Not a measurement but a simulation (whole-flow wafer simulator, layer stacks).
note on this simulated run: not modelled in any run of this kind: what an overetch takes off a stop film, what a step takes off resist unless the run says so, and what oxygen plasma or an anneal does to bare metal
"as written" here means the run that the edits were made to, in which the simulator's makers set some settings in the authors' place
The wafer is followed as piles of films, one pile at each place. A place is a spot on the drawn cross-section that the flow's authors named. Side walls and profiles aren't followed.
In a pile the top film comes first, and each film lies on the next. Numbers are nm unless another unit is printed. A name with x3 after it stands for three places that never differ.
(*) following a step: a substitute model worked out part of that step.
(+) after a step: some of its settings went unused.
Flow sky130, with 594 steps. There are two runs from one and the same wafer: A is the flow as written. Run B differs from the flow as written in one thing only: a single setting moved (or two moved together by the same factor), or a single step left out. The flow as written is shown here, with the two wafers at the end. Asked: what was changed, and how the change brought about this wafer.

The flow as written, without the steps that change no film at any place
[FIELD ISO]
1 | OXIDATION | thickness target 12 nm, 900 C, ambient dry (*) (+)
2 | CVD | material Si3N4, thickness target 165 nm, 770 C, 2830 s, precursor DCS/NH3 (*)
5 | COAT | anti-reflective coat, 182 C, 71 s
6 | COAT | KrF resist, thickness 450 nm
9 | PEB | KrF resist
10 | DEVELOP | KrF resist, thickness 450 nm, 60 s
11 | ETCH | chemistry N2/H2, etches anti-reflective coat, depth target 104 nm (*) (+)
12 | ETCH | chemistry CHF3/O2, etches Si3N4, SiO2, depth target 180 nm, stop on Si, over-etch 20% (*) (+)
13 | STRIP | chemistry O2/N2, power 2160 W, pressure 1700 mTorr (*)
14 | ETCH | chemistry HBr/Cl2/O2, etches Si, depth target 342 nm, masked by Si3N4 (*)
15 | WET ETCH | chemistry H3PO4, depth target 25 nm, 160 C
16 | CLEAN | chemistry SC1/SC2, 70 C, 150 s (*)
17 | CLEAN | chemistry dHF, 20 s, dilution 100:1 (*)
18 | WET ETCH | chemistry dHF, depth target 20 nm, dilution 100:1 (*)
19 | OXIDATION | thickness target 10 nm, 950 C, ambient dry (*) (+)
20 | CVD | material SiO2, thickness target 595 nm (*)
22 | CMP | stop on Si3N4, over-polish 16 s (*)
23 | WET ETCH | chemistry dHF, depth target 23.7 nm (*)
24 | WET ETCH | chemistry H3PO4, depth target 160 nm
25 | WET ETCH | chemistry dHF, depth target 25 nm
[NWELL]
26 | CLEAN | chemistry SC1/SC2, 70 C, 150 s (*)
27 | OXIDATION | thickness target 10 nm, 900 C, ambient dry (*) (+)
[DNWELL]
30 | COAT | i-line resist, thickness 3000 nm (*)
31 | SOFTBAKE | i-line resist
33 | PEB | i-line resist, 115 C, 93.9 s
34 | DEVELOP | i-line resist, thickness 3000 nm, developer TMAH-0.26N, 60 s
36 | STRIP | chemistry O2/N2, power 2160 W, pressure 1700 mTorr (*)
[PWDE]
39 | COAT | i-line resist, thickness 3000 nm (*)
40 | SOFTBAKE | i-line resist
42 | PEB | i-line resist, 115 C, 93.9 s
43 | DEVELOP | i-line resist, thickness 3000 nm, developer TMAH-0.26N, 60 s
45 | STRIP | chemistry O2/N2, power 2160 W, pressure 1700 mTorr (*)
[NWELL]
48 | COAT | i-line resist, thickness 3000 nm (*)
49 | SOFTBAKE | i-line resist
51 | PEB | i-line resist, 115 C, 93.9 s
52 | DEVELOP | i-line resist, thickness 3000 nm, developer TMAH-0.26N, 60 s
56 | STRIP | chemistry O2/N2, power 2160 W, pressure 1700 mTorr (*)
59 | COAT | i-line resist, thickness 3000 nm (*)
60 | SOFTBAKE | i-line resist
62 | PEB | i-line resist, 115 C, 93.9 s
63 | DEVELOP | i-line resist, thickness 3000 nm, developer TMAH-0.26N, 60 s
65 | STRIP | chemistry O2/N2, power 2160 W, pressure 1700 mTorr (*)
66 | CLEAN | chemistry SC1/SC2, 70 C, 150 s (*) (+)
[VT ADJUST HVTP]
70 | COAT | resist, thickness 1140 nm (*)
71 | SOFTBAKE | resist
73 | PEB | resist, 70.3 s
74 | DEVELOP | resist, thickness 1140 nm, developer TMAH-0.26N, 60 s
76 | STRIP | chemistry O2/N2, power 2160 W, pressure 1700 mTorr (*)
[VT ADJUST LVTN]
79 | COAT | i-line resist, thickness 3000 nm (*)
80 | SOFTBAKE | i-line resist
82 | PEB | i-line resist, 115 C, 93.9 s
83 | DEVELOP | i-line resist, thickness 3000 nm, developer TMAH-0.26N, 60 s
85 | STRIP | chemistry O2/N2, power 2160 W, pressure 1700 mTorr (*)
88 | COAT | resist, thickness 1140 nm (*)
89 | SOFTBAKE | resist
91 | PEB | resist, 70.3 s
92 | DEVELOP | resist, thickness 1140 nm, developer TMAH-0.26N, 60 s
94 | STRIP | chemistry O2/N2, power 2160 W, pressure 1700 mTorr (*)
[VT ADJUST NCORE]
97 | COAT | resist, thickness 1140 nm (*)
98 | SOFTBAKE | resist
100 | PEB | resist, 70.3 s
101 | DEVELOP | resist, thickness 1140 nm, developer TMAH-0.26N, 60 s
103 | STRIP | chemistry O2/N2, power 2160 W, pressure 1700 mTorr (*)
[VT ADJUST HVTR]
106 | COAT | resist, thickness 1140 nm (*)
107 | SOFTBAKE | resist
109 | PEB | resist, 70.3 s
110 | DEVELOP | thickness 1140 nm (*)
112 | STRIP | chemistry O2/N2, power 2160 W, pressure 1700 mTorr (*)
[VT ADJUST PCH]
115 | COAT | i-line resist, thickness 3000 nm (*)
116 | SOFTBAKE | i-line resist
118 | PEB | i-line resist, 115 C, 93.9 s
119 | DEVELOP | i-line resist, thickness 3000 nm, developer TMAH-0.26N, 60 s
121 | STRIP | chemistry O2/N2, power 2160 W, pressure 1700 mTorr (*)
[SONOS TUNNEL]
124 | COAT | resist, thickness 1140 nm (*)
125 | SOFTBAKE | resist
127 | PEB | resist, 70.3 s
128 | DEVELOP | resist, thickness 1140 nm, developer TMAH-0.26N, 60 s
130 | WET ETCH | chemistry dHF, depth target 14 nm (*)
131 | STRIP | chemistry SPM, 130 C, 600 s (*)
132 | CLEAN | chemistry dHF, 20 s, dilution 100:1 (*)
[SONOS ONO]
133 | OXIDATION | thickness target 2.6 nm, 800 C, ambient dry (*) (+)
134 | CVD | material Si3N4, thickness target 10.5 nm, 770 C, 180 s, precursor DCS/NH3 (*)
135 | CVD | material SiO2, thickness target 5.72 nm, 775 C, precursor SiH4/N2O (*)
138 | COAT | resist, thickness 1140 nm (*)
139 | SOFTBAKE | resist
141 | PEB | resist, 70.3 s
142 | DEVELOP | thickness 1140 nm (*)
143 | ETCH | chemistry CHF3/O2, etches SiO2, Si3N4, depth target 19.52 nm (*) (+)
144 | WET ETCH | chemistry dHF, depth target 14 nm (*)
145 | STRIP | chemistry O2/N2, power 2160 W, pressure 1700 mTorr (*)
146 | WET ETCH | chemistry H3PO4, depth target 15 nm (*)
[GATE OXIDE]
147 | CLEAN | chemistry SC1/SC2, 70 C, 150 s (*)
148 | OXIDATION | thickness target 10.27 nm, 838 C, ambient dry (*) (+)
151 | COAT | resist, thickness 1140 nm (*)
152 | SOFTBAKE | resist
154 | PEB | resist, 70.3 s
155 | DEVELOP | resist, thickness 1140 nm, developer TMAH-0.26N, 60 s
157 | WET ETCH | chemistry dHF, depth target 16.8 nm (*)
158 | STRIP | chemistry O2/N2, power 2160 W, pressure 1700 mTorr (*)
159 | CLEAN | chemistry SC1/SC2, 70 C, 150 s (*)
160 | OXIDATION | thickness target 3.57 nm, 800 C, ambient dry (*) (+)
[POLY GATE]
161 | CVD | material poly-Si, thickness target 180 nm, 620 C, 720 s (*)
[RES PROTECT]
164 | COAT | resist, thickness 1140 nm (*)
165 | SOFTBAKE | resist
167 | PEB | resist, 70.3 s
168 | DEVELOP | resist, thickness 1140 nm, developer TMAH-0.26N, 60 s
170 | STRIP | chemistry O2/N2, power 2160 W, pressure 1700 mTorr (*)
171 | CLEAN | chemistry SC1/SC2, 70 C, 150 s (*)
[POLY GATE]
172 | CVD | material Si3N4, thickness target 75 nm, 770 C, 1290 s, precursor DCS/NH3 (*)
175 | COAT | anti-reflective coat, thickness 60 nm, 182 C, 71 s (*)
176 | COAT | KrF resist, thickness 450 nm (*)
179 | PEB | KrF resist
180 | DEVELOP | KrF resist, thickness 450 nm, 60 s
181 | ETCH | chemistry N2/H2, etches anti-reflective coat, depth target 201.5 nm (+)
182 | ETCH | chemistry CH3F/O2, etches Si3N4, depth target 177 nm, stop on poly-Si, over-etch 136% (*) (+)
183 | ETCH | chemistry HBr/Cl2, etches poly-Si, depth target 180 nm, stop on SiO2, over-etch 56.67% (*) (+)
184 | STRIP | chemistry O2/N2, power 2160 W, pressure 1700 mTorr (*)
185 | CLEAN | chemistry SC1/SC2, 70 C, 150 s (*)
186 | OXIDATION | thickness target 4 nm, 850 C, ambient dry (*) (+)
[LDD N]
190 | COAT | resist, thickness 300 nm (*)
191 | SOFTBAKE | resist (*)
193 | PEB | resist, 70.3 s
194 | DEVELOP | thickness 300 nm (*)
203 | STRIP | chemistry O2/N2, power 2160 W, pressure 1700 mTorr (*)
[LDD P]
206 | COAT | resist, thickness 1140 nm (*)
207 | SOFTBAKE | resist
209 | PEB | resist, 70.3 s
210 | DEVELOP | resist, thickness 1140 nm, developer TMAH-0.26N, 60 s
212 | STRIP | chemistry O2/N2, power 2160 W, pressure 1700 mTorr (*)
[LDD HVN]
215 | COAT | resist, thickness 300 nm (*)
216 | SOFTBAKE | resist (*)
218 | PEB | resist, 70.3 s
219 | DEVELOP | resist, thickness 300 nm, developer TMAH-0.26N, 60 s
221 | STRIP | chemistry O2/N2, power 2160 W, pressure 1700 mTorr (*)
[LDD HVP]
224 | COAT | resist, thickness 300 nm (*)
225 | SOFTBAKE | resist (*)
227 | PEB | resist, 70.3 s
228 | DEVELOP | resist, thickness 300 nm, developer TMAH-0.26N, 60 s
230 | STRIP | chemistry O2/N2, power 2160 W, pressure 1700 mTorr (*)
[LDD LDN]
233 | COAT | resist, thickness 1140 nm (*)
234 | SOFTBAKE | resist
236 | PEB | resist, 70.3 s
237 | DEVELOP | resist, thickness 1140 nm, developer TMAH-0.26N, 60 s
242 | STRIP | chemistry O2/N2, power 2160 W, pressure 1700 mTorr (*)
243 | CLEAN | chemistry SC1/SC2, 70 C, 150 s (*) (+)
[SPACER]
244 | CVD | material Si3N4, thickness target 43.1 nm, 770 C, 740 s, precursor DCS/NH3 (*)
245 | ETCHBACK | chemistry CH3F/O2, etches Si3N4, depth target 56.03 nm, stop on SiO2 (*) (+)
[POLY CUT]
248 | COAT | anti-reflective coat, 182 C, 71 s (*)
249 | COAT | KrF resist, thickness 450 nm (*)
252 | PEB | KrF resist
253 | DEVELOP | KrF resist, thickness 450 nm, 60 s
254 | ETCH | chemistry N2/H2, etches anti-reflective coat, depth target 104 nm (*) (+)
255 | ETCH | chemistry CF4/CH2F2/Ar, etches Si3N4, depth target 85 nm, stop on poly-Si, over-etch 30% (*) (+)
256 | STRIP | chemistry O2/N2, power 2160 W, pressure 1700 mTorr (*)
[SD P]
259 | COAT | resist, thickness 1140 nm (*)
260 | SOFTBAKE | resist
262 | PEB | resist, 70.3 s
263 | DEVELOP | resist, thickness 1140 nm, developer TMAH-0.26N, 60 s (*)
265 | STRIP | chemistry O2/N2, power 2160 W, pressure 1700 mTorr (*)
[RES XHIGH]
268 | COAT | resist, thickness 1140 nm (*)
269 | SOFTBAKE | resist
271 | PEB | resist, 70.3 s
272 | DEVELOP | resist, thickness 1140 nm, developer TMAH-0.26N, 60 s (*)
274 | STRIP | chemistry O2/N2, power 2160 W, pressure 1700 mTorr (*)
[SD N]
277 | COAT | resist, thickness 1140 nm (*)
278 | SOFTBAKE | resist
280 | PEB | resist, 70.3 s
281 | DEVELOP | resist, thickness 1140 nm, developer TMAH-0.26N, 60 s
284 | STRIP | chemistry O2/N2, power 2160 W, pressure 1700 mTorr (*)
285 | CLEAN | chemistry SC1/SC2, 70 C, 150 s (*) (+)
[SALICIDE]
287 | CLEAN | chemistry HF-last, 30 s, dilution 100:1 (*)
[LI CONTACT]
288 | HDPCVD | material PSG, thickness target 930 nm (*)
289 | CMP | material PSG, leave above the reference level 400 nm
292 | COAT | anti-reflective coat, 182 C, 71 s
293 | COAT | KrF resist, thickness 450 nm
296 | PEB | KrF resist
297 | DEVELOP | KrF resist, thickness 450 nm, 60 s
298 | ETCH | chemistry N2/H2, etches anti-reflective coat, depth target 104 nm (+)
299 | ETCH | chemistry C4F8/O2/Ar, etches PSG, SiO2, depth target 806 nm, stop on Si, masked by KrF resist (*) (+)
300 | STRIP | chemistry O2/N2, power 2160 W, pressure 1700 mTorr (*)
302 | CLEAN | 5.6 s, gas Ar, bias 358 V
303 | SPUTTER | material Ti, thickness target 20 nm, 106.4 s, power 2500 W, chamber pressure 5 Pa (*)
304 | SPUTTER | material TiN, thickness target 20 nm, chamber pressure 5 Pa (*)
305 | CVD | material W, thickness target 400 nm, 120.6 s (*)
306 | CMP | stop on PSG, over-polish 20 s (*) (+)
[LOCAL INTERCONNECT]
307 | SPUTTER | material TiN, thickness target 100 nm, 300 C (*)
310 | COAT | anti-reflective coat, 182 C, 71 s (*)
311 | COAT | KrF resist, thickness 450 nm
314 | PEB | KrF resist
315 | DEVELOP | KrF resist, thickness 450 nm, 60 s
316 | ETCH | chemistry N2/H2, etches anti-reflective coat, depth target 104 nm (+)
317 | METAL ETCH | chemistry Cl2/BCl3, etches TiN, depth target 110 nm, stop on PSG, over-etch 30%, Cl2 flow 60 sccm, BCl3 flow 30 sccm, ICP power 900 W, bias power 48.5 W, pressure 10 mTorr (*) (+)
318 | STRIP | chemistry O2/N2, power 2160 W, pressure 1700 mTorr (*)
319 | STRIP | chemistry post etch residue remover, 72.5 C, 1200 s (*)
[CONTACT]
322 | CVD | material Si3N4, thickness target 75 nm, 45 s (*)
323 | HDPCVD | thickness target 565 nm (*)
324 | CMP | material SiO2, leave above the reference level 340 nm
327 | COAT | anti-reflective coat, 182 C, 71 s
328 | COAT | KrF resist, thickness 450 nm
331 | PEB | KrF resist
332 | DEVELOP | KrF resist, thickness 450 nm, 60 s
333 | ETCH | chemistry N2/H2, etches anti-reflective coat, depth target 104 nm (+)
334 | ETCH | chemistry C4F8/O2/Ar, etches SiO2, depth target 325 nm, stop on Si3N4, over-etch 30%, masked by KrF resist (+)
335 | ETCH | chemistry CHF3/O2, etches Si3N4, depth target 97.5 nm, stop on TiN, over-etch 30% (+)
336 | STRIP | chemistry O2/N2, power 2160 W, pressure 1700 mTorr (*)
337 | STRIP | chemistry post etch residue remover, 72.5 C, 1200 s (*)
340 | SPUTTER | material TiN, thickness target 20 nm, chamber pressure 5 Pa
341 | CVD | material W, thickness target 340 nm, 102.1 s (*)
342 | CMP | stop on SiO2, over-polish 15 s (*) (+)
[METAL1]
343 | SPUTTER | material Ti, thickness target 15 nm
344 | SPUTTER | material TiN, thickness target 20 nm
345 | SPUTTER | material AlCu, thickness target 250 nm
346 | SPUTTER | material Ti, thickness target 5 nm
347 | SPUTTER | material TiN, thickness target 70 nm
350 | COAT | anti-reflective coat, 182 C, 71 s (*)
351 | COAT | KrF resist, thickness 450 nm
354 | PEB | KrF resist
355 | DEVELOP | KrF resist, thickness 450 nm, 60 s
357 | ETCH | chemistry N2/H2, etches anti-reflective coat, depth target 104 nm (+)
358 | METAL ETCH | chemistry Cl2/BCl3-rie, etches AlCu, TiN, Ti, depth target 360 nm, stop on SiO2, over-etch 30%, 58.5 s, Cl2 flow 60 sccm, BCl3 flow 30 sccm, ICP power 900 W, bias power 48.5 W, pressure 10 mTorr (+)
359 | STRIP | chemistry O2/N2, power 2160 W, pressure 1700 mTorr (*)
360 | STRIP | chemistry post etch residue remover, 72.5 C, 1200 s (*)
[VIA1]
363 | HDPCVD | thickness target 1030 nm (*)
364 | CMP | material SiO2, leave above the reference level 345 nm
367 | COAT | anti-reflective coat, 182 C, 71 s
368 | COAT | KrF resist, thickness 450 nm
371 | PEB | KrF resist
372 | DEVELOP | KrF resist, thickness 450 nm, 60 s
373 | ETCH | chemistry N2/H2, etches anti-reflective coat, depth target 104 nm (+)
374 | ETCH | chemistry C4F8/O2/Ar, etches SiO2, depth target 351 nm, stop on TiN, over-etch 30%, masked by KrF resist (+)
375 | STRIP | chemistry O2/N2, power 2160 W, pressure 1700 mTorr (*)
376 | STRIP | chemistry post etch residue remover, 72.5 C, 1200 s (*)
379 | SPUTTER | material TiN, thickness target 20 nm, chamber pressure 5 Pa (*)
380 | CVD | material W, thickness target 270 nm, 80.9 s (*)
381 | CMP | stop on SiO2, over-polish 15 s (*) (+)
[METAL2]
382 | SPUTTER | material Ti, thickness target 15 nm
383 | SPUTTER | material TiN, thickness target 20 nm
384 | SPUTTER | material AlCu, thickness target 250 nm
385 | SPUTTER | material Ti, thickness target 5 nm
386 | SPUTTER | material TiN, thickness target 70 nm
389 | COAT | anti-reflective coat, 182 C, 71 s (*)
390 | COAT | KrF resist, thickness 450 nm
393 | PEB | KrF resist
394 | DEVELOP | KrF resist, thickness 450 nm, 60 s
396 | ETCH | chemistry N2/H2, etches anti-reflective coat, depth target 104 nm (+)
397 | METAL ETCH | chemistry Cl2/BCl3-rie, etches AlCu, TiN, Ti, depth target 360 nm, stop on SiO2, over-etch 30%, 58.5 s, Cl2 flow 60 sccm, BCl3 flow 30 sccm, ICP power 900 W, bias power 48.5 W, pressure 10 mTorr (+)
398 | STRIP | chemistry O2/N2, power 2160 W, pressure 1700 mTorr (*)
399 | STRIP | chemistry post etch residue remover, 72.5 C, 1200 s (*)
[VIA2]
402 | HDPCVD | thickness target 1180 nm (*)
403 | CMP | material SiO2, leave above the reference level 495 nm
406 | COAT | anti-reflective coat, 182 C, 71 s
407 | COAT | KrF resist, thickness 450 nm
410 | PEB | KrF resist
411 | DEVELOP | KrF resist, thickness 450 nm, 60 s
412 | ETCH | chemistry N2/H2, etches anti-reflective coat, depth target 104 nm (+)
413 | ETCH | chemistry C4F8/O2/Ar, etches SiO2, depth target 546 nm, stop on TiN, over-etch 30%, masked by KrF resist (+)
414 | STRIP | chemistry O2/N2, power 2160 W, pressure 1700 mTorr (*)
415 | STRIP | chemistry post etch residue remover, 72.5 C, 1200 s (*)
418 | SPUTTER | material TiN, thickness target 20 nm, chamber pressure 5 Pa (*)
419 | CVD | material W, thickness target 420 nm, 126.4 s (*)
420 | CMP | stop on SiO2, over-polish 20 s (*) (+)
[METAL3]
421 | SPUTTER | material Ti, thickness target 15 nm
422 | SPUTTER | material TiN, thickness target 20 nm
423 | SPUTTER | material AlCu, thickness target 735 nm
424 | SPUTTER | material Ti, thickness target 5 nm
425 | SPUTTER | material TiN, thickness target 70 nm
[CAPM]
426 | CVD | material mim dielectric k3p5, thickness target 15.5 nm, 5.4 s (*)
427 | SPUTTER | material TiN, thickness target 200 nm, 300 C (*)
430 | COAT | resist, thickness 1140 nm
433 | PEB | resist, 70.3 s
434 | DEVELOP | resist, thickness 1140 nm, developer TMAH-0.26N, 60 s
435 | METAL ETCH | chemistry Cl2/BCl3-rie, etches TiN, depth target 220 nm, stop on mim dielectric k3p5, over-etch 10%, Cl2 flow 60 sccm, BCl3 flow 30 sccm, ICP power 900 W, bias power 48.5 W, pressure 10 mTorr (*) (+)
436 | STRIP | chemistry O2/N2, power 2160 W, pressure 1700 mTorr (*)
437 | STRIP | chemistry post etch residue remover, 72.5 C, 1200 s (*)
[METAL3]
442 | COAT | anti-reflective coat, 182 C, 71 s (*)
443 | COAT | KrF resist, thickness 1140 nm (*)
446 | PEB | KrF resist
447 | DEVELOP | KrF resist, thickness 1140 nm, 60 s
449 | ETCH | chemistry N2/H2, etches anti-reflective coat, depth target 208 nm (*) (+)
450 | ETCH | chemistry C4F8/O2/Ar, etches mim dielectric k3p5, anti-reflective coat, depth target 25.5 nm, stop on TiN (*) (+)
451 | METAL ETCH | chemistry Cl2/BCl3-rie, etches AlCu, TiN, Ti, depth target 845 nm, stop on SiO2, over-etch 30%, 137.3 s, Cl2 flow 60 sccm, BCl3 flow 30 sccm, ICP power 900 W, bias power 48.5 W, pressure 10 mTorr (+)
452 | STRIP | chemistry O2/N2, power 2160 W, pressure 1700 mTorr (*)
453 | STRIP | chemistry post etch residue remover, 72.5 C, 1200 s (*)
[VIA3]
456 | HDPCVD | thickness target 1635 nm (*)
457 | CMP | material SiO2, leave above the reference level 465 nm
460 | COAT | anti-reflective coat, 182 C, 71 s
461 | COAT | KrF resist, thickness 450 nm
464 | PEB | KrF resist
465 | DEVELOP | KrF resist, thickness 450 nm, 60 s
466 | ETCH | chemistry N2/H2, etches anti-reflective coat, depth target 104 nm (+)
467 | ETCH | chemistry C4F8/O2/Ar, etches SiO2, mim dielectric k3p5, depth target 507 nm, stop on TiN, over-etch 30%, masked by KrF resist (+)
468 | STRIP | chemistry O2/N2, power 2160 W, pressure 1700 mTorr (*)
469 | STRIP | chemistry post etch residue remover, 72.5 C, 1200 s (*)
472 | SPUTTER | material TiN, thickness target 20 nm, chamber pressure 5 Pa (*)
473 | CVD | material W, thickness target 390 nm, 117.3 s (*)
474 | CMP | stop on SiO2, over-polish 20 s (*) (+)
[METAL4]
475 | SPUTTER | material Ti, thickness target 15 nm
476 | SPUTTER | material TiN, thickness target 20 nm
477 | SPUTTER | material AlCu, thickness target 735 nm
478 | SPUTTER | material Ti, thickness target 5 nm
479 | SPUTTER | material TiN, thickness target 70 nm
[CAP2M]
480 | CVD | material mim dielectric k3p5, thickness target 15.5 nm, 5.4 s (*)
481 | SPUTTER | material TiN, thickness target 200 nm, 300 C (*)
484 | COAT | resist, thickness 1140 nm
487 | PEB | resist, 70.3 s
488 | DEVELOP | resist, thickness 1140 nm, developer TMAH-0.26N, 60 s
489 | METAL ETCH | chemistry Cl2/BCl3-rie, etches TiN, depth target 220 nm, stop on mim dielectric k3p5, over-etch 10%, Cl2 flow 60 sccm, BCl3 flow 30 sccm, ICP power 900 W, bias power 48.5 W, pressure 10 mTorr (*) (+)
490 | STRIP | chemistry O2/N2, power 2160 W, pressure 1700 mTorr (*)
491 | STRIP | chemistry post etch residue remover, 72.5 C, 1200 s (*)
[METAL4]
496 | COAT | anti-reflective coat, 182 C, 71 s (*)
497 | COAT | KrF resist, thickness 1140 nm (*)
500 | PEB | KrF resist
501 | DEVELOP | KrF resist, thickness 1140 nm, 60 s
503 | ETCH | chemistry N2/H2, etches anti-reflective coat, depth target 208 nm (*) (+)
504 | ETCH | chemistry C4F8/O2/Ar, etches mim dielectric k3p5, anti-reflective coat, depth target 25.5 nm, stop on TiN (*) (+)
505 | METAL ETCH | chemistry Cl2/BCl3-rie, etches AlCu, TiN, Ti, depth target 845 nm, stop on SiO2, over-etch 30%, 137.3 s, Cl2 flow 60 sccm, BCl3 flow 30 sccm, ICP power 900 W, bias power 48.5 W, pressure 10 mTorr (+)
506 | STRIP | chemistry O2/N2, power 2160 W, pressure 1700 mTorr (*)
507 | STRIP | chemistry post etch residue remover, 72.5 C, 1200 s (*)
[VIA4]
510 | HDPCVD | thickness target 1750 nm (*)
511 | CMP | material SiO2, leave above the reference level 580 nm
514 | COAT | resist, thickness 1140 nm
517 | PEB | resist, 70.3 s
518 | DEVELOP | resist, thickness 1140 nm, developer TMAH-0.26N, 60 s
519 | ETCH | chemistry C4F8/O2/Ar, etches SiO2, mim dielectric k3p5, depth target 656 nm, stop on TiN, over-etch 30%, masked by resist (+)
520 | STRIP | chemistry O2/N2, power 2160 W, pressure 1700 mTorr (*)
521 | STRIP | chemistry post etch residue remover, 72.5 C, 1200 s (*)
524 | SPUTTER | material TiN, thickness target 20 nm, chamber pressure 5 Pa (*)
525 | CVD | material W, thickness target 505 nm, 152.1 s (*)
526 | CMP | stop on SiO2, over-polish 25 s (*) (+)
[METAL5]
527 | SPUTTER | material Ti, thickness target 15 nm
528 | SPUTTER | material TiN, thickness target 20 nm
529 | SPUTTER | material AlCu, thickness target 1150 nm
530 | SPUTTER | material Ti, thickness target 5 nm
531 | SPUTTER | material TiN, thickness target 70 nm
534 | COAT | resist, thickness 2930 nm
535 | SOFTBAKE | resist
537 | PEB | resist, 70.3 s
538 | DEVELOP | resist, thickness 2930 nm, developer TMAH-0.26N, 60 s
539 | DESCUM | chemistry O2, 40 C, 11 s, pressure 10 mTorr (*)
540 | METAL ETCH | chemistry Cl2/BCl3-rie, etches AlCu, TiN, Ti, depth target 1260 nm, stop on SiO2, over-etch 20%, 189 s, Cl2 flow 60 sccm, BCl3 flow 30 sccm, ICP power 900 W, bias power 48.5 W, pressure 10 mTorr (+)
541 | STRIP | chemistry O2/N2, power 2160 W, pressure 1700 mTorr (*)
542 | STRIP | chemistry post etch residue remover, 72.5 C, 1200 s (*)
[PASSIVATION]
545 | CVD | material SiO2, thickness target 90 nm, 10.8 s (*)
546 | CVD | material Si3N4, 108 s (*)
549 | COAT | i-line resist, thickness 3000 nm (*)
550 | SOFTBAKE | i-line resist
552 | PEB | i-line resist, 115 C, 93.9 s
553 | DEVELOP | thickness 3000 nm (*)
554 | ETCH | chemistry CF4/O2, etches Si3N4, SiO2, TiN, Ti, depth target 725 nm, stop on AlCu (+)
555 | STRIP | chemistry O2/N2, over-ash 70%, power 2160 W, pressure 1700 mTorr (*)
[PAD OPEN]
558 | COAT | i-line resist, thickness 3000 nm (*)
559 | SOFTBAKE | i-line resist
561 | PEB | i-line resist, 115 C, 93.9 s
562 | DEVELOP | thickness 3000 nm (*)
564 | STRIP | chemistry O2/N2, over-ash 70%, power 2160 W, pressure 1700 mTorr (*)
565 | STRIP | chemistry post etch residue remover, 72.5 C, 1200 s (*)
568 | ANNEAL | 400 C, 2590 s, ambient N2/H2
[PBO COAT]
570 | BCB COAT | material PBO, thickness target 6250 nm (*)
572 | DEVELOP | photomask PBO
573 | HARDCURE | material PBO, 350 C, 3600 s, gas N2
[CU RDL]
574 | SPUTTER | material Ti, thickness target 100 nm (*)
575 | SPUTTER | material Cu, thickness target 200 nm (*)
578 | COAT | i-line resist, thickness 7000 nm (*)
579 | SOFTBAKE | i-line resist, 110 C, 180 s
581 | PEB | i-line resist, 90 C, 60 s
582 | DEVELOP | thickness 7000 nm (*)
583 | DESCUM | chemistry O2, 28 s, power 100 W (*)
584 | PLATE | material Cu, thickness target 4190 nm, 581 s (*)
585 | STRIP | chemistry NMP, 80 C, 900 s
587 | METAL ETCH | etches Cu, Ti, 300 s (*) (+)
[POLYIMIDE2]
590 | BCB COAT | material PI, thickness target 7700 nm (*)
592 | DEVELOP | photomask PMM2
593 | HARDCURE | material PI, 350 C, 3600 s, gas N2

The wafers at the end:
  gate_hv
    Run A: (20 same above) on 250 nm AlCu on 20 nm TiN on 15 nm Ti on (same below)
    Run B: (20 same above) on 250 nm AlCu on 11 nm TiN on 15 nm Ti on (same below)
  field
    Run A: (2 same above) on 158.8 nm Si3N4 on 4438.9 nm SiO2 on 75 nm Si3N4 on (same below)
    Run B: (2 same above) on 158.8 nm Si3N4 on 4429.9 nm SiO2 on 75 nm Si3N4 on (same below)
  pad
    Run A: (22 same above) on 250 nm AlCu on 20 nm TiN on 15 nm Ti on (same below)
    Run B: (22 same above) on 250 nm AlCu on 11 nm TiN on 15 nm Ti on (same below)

What caused this: step 383, SPUTTER: thickness target 11 nm was run, while the flow as written has thickness target 20 nm.
One can read it off the wafer: gate_hv has TiN 11, and step 383 as written asks for 20 nm.

The path from the change to this, step by step:
  383 | SPUTTER | material TiN, thickness target 20 nm
      field, active, n_well and 188 more: A +20 TiN (new film) | B +11 TiN (new film)
  397 | METAL ETCH | chemistry Cl2/BCl3-rie, etches AlCu, TiN, Ti, depth target 360 nm, stop on SiO2, over-etch 30%, 58.5 s, Cl2 flow 60 sccm, BCl3 flow 30 sccm, ICP power 900 W, bias power 48.5 W, pressure 10 mTorr (+)
      field, active, gate and 82 more: A -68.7 TiN (all of it), -5 Ti (all of it), -250 AlCu (all of it), -20 TiN (all of it), -15 Ti (all of it), -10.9 SiO2 | B -68.7 TiN (all of it), -5 Ti (all of it), -250 AlCu (all of it), -11 TiN (all of it), -15 Ti (all of it), -11.8 SiO2
  403 | CMP | material SiO2, leave above the reference level 495 nm
      field, active, gate and 82 more: A -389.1 SiO2 | B -397.2 SiO2
